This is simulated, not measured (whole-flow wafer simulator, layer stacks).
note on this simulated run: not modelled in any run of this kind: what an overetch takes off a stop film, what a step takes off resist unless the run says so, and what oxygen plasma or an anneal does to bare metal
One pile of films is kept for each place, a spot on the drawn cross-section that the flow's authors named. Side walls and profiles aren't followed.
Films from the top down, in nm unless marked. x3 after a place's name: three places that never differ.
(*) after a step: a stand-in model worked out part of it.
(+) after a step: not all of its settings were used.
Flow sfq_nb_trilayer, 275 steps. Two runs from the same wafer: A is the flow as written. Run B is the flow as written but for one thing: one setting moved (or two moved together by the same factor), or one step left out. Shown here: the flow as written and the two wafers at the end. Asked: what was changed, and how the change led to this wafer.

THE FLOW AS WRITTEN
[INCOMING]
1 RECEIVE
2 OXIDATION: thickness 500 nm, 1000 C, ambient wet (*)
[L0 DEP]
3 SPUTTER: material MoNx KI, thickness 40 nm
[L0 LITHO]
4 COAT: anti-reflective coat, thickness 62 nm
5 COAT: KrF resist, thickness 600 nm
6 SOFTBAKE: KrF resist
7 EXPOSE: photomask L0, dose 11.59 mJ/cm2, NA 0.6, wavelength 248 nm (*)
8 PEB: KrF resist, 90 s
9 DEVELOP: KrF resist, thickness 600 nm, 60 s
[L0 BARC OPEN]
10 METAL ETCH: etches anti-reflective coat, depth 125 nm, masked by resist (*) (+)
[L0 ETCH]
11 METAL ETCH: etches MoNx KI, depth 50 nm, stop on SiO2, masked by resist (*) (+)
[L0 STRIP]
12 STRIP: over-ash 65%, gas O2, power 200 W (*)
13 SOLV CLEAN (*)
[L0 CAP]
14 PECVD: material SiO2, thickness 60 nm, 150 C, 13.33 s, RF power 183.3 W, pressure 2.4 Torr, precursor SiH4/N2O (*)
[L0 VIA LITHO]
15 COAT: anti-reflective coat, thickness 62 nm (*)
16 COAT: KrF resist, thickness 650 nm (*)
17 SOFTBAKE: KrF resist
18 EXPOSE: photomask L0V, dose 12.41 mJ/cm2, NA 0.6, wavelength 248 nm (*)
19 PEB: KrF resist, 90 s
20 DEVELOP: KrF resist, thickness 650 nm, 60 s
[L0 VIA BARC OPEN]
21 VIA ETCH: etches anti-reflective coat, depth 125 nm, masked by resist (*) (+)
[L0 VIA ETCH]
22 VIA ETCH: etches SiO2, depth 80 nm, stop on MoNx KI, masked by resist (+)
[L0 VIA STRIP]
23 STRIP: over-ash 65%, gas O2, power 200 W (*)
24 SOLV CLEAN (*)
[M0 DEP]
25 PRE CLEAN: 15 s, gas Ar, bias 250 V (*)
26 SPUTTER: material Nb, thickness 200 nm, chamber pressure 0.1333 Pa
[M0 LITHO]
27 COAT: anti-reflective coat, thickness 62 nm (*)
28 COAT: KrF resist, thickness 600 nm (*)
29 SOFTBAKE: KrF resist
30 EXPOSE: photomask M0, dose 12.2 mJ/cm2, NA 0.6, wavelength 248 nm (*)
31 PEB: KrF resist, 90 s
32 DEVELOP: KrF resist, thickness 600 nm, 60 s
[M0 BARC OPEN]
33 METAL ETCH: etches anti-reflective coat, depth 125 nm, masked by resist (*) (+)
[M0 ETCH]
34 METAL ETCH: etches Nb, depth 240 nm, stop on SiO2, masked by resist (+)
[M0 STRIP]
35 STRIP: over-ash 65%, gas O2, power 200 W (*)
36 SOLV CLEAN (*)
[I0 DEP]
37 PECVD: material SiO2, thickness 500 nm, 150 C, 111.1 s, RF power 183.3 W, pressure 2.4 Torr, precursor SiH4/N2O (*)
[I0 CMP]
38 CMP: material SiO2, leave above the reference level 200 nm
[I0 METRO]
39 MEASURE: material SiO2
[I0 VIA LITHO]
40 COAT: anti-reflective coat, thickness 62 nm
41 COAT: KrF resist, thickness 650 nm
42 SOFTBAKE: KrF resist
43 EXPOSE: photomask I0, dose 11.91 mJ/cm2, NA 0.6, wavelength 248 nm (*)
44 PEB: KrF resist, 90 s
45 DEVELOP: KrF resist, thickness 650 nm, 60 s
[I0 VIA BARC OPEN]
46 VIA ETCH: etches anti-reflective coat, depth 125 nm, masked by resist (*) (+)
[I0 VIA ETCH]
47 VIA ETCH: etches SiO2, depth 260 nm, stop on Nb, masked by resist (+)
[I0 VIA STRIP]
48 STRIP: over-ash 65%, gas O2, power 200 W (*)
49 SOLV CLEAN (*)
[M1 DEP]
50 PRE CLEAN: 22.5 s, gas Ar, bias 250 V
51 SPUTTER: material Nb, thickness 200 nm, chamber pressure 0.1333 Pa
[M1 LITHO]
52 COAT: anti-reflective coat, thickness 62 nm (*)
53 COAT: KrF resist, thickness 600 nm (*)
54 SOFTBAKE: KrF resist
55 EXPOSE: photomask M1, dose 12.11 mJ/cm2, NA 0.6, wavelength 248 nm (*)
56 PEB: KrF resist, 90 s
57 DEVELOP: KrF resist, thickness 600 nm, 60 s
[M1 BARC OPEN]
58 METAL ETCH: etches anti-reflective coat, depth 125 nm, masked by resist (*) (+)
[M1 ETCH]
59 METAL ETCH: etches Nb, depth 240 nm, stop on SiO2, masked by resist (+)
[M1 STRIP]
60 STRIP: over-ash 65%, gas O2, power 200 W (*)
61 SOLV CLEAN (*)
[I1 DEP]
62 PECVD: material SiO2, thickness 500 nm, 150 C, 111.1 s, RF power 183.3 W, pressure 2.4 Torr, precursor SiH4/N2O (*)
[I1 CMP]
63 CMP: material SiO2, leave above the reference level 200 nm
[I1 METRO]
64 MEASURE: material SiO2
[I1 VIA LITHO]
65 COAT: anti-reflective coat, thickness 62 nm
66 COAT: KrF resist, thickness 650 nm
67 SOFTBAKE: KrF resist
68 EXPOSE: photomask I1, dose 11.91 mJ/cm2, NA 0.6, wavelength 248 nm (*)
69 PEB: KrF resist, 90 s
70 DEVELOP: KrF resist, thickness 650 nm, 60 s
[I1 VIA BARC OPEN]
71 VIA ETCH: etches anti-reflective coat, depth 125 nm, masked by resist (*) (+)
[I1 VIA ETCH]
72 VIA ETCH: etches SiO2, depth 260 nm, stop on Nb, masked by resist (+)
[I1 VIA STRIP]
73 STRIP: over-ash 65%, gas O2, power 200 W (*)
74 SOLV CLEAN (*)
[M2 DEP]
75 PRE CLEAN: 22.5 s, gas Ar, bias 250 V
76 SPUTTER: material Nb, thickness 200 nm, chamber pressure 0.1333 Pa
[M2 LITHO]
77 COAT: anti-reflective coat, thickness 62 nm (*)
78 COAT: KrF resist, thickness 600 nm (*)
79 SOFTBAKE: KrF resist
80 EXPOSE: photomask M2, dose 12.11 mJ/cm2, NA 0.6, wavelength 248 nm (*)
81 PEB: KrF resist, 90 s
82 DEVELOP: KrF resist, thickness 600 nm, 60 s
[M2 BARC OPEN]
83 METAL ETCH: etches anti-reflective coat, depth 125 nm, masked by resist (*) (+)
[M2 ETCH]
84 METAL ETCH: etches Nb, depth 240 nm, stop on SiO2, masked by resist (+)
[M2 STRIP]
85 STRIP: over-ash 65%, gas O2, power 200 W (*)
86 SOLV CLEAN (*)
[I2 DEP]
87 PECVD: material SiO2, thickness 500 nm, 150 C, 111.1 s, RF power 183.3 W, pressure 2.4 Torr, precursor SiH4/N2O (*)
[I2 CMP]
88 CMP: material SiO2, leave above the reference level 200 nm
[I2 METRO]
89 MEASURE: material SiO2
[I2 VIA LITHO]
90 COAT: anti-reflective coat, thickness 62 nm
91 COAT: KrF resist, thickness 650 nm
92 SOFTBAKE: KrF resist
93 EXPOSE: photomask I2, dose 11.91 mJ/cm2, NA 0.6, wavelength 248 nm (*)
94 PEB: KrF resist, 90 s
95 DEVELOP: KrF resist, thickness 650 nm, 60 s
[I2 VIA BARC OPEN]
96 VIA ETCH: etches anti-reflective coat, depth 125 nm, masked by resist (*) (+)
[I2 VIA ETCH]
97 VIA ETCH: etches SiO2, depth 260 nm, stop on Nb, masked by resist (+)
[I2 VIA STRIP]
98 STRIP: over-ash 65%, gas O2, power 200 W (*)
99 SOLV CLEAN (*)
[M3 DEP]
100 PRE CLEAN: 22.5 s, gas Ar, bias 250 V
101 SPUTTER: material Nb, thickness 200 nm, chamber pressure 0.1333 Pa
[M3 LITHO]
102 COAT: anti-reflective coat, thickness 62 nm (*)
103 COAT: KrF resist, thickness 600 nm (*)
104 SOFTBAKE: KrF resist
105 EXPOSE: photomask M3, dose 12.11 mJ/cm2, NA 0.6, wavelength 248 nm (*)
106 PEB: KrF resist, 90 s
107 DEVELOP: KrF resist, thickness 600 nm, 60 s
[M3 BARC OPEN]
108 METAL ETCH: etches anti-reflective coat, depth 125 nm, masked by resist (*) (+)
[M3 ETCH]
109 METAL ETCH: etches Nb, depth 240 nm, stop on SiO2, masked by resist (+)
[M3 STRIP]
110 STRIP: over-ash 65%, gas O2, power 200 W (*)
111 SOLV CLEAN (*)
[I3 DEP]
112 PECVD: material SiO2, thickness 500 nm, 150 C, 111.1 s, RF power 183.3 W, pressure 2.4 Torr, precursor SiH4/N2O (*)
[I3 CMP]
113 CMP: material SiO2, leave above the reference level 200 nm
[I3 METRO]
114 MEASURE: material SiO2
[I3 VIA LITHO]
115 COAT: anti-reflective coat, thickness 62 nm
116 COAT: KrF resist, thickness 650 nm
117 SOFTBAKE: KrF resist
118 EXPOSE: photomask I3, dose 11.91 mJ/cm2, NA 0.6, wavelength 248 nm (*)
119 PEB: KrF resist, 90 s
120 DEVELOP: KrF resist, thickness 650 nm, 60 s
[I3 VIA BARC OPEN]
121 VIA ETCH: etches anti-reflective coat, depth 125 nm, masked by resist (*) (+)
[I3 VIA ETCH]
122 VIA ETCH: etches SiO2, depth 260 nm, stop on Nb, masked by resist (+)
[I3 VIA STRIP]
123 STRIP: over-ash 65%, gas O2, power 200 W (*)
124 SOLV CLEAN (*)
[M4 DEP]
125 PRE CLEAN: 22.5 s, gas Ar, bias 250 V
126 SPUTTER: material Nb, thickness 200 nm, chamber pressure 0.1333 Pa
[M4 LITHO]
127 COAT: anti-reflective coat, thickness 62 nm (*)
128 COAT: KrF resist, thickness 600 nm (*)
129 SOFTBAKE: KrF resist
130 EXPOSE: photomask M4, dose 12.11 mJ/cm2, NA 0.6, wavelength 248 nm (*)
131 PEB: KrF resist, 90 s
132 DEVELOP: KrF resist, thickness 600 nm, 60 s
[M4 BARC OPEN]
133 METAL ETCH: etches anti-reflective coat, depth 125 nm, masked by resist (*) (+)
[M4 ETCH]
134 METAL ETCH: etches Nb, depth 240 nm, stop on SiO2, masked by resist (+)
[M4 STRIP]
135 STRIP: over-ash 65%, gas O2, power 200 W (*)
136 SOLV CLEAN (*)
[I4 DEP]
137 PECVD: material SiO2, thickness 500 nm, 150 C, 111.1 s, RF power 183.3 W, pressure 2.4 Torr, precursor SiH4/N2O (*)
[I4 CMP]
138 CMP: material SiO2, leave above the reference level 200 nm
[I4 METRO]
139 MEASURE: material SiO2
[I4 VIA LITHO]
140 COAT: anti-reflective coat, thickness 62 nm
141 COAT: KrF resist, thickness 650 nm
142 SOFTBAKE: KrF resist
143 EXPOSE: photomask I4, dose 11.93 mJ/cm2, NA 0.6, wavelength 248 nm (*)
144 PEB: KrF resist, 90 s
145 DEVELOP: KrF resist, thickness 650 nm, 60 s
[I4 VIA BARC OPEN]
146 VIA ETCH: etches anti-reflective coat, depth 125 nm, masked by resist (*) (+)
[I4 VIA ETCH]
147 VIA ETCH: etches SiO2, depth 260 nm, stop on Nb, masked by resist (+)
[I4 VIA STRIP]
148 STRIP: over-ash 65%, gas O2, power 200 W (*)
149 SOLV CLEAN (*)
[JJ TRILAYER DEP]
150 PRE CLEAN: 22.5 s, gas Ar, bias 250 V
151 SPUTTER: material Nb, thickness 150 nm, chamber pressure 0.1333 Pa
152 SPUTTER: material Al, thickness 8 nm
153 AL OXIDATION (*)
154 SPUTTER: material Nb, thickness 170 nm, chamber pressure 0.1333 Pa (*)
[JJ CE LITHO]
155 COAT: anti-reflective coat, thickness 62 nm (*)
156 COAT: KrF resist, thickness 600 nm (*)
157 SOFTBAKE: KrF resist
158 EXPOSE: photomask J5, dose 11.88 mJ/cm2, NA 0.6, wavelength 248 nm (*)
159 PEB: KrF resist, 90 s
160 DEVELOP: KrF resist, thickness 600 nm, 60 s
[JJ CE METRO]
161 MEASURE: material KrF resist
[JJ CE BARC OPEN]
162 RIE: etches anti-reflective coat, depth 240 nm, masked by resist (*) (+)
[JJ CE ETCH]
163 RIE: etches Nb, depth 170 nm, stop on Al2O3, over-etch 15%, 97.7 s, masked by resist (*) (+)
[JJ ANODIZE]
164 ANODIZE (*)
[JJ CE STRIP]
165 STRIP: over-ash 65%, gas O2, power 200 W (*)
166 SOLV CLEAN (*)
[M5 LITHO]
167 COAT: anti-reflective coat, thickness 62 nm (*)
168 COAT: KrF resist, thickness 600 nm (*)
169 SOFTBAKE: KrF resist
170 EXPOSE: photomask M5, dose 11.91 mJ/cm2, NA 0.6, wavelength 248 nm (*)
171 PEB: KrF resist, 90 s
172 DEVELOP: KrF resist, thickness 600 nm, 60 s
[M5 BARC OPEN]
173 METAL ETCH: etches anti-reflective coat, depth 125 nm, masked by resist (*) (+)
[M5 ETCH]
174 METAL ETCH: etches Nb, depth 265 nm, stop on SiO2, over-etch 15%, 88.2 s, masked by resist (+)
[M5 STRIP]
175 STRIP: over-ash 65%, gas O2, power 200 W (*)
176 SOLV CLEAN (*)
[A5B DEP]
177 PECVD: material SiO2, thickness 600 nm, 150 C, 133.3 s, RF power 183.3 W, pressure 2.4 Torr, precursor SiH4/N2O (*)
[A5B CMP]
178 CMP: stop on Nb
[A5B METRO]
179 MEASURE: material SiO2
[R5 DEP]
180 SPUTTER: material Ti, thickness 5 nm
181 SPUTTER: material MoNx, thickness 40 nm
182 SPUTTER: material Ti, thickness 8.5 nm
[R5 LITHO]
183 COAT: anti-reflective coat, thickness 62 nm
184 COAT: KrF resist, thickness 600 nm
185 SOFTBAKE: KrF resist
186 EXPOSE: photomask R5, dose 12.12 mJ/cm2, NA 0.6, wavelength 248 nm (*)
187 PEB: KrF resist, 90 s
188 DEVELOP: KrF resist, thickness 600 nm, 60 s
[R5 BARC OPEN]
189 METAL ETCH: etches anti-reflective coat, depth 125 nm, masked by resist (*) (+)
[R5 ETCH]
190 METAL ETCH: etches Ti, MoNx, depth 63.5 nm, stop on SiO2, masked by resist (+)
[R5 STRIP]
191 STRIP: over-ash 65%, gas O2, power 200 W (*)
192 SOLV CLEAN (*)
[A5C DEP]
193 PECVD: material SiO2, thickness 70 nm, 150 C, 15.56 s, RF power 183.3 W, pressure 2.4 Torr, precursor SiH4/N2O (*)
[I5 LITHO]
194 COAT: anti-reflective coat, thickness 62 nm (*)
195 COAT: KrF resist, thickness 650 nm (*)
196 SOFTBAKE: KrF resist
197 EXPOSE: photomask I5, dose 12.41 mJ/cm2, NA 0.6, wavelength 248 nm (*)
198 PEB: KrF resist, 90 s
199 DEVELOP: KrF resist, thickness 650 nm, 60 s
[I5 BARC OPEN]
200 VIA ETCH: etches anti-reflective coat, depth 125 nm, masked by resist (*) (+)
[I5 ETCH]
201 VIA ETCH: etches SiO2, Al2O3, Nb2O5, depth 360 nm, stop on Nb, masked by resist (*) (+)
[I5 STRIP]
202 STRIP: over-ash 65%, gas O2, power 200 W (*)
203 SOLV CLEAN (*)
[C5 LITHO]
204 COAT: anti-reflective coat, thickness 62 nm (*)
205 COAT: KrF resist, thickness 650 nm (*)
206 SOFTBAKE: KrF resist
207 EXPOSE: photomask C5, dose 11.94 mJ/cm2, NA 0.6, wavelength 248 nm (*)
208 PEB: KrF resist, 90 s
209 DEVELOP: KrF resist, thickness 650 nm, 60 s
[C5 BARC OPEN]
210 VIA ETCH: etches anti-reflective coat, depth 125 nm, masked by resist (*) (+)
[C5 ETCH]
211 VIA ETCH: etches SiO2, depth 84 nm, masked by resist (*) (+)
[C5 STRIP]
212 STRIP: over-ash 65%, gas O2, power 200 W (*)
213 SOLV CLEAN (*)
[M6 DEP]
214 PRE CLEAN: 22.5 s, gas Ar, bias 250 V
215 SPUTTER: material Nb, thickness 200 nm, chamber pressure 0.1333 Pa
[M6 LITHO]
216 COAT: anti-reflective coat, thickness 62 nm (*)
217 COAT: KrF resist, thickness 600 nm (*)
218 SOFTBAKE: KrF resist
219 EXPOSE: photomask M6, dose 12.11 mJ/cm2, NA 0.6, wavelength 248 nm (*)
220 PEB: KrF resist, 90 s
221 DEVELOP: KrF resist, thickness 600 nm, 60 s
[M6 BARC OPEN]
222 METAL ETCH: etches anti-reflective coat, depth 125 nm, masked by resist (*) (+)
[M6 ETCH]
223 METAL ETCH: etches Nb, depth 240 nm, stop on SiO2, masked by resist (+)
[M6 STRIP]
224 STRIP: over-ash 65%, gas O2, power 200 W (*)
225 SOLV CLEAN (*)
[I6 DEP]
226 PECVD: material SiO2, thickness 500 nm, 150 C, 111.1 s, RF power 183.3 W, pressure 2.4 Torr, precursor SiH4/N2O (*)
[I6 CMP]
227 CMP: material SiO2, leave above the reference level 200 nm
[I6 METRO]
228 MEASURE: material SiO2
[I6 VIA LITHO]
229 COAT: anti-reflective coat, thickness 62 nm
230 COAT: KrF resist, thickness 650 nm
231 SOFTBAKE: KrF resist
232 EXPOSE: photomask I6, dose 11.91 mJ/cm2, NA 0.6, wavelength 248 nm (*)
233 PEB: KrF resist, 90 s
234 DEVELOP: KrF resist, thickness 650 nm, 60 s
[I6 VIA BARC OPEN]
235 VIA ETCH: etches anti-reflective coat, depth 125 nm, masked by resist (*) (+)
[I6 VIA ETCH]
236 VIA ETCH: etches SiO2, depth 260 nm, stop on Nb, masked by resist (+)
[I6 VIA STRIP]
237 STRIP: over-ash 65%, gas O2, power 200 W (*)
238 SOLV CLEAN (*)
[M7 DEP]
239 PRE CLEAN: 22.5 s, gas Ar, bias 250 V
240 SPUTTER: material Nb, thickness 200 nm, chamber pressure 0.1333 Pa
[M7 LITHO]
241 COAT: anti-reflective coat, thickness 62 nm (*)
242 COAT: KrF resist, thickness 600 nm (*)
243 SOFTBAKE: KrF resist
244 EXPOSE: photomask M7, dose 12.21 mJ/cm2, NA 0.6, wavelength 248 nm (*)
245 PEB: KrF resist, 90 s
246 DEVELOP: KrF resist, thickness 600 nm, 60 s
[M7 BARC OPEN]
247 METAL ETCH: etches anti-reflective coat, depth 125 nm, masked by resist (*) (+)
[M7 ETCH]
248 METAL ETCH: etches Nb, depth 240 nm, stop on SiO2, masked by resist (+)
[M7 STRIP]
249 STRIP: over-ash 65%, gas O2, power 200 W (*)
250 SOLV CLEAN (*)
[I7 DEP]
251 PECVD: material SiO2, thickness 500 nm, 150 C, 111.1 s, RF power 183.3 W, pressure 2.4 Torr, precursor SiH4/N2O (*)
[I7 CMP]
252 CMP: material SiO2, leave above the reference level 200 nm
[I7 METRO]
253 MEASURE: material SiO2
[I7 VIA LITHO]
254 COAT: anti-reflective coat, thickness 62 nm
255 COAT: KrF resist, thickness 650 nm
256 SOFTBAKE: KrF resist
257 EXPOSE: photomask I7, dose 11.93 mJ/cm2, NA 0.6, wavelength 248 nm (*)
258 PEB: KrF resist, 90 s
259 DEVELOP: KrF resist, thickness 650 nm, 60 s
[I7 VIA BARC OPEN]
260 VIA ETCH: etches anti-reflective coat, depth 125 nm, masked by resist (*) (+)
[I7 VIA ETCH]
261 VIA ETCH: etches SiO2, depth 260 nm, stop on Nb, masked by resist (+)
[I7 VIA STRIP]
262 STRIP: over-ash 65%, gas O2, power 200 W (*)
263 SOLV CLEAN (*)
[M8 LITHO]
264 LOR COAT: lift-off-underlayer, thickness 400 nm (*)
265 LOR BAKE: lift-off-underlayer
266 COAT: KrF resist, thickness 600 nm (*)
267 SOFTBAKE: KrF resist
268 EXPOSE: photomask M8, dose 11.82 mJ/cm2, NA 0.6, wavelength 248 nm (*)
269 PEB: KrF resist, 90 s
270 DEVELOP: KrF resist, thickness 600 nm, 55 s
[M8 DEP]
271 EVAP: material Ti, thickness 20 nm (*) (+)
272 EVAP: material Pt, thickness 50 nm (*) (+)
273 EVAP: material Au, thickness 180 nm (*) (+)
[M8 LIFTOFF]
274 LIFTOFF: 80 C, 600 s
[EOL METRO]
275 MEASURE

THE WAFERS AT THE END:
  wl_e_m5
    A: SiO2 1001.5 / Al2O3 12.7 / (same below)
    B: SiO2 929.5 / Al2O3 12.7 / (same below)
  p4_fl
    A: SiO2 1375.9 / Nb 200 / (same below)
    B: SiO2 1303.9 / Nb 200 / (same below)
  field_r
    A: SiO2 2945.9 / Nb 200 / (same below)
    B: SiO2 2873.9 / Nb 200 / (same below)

The cause: step 215, SPUTTER: thickness 128 nm was run, where the flow has thickness 200 nm.

How the change led to this, step by step:
  215 SPUTTER: material Nb, thickness 200 nm, chamber pressure 0.1333 Pa
      field_l, v_sur, via_wl and 100 more: A Nb +200 (new film) | B Nb +128 (new film)
      be: A Nb +147.3 | B Nb +94.7
      (and at 2 more places)
  216 COAT: anti-reflective coat, thickness 62 nm (*)
      be: A anti-reflective coat +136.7 (new film) | B anti-reflective coat +130.7 (new film)
      be_sur: A anti-reflective coat +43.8 (new film) | B anti-reflective coat +42.8 (new film)
  223 METAL ETCH: etches Nb, depth 240 nm, stop on SiO2, masked by resist (+)
      field_l, gap, moat and 76 more: A Nb -200 (all of it) | B Nb -128 (all of it)
      v_sur, via_wl, via_w and 24 more: A KrF resist -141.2 | B KrF resist -112.9
  224 STRIP: over-ash 65%, gas O2, power 200 W (*)
      wl_j_sl, wl_j_sr: A KrF resist -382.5 (all of it), anti-reflective coat -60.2 (all of it) | B KrF resist -410.8 (all of it), anti-reflective coat -60.2 (all of it)
      wl_c_m6, wl_f_m6: A KrF resist -382.3 (all of it), anti-reflective coat -62 (all of it) | B KrF resist -410.5 (all of it), anti-reflective coat -62 (all of it)
      (and at 23 more places)
  226 PECVD: material SiO2, thickness 500 nm, 150 C, 111.1 s, RF power 183.3 W, pressure 2.4 Torr, precursor SiH4/N2O (*)
      gap, wl_a_sl, m6r_space_l, m6r_space_r: A SiO2 +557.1 | B SiO2 +500
      be: A SiO2 +693.5 (new film) | B SiO2 +666.3 (new film)
  227 CMP: material SiO2, leave above the reference level 200 nm
      field_l, p4_fl, p4_fm and 59 more: A SiO2 -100 | B SiO2 -172
      moat, field_r, lsp_l, ln_m5, lsp_m: A SiO2 -93.6 | B SiO2 -172
      (and at 13 more places)
